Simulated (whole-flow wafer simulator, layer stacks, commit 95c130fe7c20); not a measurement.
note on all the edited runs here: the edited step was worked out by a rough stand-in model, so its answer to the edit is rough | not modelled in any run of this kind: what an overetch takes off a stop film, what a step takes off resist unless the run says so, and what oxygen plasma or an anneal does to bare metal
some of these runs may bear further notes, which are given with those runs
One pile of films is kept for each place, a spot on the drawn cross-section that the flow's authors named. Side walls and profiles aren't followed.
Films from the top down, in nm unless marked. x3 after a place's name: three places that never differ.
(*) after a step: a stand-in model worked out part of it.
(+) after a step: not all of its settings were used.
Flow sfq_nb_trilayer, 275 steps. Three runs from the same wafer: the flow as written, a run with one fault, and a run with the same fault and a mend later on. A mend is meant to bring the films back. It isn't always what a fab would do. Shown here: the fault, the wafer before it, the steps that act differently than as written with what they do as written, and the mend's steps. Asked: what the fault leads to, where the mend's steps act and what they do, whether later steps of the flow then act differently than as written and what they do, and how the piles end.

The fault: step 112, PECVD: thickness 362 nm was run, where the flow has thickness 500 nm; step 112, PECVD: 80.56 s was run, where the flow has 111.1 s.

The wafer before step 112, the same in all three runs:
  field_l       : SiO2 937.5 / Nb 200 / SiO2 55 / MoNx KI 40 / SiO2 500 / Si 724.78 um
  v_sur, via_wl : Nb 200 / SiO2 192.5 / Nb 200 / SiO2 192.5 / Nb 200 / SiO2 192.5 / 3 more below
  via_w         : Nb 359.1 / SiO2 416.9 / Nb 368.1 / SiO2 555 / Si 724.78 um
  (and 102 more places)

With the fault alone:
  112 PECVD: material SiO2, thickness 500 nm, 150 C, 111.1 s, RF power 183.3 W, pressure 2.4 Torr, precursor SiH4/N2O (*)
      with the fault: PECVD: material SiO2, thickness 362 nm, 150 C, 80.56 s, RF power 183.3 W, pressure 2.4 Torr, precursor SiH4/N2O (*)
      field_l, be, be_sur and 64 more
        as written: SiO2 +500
        with the fault: SiO2 +362
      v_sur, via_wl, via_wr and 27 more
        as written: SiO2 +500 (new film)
        with the fault: SiO2 +362 (new film)
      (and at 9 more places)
  Later steps of the flow that act differently than as written (14 more steps differ only slightly, by at most 2% or 0.5 nm, whichever is larger, and aren't shown):
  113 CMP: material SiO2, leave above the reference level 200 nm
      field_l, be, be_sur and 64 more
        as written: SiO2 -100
        with the fault: nothing
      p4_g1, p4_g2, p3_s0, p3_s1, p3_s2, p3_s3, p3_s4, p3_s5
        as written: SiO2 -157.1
        with the fault: nothing
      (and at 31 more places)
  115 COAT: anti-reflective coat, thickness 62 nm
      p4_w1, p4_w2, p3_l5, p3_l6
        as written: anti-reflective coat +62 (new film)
        with the fault: anti-reflective coat +54.6 (new film)
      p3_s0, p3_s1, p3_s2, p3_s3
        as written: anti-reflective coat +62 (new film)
        with the fault: anti-reflective coat +75.8 (new film)
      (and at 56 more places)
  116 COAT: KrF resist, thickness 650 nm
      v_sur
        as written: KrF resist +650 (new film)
        with the fault: KrF resist +636.4 (new film)
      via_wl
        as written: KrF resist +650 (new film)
        with the fault: KrF resist +636.5 (new film)
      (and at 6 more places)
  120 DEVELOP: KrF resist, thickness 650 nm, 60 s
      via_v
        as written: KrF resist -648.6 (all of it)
        with the fault: KrF resist -635.3 (all of it)
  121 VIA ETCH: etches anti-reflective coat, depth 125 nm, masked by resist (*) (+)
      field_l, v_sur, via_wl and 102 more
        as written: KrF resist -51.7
        with the fault: KrF resist -49.2
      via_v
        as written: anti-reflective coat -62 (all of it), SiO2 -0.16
        with the fault: anti-reflective coat -59 (all of it), SiO2 -0.15
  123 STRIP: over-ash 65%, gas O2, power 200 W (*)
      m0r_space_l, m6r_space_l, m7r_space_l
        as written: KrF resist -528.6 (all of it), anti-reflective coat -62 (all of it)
        with the fault: KrF resist -535.2 (all of it), anti-reflective coat -67.4 (all of it)
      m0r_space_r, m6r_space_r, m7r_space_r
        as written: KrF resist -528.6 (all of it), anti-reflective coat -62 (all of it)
        with the fault: KrF resist -535.1 (all of it), anti-reflective coat -67.5 (all of it)
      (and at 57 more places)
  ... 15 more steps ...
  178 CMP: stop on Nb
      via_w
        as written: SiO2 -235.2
        with the fault: SiO2 -226.5
  At the end the piles differ from the flow's by more than 2% or 0.5 nm, whichever is larger, at via_w, ln_m5, lsp_m and 6 more.
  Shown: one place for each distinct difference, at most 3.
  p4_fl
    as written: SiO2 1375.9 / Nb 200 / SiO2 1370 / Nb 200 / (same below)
    with the fault: SiO2 1413.9 / Nb 200 / SiO2 1332 / Nb 200 / (same below)
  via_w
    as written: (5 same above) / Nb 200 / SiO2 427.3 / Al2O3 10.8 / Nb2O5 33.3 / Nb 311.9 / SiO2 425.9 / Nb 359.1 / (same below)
    with the fault: (5 same above) / Nb 200 / SiO2 440.9 / Al2O3 10.7 / Nb2O5 33.6 / Nb 310.4 / SiO2 413.7 / Nb 359.1 / (same below)
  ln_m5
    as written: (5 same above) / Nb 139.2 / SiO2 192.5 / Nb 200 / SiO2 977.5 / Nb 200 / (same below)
    with the fault: (5 same above) / Nb 139.2 / SiO2 230.5 / Nb 200 / SiO2 939.5 / Nb 200 / (same below)

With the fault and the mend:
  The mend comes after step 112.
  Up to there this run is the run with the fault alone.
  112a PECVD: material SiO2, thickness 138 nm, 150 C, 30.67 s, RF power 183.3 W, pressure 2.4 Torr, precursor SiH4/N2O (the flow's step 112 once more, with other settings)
      field_l, v_sur, via_wl and 102 more
        SiO2 +138
      via_w
        SiO2 +131.5
  Later steps of the flow that act differently than as written:
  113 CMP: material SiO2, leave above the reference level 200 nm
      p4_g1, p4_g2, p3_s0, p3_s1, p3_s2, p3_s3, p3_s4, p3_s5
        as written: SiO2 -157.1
        with the mend: SiO2 -100
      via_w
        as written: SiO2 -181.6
        with the mend: SiO2 -119.3
  At the end the piles are the same as the flow's at every place that both follow.
